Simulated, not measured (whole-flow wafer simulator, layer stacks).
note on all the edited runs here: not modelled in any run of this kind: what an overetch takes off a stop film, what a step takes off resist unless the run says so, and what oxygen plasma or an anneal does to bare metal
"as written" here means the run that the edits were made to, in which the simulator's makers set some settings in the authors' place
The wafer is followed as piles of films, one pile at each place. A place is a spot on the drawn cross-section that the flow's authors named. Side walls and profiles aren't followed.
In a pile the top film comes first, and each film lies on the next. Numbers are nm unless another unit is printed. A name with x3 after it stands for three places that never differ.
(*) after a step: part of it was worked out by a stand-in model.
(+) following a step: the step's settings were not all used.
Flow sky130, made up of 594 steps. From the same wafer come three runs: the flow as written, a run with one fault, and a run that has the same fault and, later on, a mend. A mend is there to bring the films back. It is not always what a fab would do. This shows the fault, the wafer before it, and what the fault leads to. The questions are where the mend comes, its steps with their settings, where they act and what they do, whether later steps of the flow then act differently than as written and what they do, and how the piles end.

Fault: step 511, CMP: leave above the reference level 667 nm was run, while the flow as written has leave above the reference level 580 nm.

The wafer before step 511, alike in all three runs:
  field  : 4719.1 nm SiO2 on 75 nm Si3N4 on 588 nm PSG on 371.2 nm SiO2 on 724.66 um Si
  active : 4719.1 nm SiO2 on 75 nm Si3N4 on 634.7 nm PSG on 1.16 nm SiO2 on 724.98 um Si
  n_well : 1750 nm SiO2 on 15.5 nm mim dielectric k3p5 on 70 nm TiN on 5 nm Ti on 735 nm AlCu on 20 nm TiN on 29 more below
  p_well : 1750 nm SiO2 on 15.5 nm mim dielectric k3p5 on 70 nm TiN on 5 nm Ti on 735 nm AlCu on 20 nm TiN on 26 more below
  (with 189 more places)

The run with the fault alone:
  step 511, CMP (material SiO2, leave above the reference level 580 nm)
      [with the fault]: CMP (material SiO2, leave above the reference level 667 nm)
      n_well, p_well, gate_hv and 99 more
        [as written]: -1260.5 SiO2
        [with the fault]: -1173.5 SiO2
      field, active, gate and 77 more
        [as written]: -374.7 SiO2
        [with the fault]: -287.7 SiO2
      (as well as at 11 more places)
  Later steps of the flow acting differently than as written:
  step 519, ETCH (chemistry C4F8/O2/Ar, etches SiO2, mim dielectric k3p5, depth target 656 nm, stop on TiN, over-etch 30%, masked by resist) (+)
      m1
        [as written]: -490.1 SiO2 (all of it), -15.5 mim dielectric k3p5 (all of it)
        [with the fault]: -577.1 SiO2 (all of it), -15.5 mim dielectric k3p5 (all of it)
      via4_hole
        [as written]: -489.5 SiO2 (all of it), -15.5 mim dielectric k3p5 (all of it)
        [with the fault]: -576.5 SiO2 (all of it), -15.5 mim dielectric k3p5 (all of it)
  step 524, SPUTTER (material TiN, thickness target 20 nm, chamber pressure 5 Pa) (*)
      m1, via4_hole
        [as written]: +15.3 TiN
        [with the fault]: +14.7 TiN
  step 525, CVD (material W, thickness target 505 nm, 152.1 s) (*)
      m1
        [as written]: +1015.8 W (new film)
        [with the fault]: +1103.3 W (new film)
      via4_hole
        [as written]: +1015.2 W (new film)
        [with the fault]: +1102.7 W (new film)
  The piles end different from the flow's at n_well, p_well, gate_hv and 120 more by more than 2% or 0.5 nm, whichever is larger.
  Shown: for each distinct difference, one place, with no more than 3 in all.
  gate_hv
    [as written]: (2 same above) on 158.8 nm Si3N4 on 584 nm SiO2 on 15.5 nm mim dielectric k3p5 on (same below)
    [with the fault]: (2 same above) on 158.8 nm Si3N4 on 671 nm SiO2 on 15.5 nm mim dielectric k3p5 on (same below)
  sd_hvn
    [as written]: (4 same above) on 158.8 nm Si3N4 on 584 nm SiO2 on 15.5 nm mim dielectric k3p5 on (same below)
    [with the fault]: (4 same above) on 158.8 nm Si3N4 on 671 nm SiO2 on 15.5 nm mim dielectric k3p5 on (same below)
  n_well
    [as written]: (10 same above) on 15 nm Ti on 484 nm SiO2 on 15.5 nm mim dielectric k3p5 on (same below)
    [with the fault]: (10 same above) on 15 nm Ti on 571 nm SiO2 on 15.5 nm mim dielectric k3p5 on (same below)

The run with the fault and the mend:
  The mend follows step 518.
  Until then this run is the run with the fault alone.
  step 518a, STRIP (chemistry O2/N2, power 2160 W, pressure 1700 mTorr) (*)
      field, active, n_well and 188 more
        -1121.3 resist (all of it)
  step 518b, CMP (material SiO2, leave above the reference level 580 nm) (a further turn of the flow's step 511)
      field, active, n_well and 190 more
        -87 SiO2
  step 518c, HMDS (120 C, 60 s) (a further turn of the flow's step 513)
      does not change any film at any place that is followed
  step 518d, COAT (resist, thickness 1140 nm) (a further turn of the flow's step 514)
      field, active, n_well and 190 more
        +1140 resist (new film)
  step 518e, SOFTBAKE (resist) (a further turn of the flow's step 515)
      does not change any film at any place that is followed
  step 518f, EXPOSE (photomask VIM4, dose 133.8 mJ/cm2, NA 0.6, wavelength 365 nm) (*) (a further turn of the flow's step 516)
      does not change any film at any place that is followed
  step 518g, PEB (resist, 70.3 s) (a further turn of the flow's step 517)
      field, active, n_well and 190 more
        -18.7 resist
  step 518h, DEVELOP (resist, thickness 1140 nm, developer TMAH-0.26N, 60 s) (a further turn of the flow's step 518)
      m1, via4_hole
        -1121.3 resist (all of it)
  None of the later steps of the flow acts differently than as written at any place that is followed.
  The piles end the same as the flow's at every place that both follow.
